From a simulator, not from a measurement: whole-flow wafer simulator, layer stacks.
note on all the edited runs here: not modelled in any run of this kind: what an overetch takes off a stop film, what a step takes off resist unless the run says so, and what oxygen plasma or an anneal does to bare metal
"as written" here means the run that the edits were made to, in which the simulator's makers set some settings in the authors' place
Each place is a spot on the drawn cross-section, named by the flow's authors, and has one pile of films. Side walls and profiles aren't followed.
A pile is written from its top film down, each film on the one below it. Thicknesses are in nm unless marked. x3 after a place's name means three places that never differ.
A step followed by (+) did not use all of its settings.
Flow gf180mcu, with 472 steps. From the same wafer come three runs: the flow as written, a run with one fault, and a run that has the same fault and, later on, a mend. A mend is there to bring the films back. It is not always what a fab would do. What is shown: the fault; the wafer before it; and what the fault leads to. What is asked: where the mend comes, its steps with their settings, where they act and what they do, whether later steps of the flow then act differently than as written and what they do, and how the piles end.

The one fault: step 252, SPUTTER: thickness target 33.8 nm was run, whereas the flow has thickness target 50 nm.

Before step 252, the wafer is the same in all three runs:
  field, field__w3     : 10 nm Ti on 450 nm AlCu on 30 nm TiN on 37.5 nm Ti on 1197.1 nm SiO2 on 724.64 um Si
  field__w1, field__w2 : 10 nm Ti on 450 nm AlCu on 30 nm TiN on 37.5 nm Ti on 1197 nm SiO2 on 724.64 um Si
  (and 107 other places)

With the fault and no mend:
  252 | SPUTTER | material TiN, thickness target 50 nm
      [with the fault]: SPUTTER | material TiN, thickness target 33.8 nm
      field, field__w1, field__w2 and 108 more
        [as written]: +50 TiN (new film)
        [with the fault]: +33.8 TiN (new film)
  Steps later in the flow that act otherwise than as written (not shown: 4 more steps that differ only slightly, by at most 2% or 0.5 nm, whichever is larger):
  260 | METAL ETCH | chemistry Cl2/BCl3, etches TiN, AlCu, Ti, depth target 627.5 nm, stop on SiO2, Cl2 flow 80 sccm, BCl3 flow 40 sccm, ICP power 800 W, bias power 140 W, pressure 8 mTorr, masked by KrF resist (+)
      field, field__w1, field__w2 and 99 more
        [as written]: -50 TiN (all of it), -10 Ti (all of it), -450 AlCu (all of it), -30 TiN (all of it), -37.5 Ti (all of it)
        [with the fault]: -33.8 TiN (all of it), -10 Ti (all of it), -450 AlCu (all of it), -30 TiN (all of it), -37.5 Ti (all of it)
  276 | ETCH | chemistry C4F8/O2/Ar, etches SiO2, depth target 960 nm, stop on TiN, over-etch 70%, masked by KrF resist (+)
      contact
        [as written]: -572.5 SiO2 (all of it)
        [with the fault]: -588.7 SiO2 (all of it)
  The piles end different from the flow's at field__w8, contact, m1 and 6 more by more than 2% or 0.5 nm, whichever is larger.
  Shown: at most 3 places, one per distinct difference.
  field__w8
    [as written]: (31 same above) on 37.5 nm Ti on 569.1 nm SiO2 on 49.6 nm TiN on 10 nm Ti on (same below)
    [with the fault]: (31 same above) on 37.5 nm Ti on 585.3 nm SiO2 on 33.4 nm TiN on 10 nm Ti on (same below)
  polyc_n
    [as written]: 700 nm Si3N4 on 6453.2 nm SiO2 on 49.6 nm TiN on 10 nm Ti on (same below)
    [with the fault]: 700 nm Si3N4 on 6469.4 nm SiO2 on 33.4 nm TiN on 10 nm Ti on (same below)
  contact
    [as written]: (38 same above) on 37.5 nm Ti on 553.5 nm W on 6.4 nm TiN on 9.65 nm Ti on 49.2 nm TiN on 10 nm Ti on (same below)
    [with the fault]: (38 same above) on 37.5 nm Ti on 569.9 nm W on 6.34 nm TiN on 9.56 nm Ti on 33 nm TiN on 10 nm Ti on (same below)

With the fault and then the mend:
  The mend stands after step 252.
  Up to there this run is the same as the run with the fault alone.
  252a | SPUTTER | material TiN, thickness target 16.2 nm (the flow's step 252, run once more with other settings)
      field, field__w1, field__w2 and 108 more
        +16.2 TiN
  Later steps of the flow that are run all act as written at every place that is followed.
  At every place that both follow, the piles at the end match the flow's.
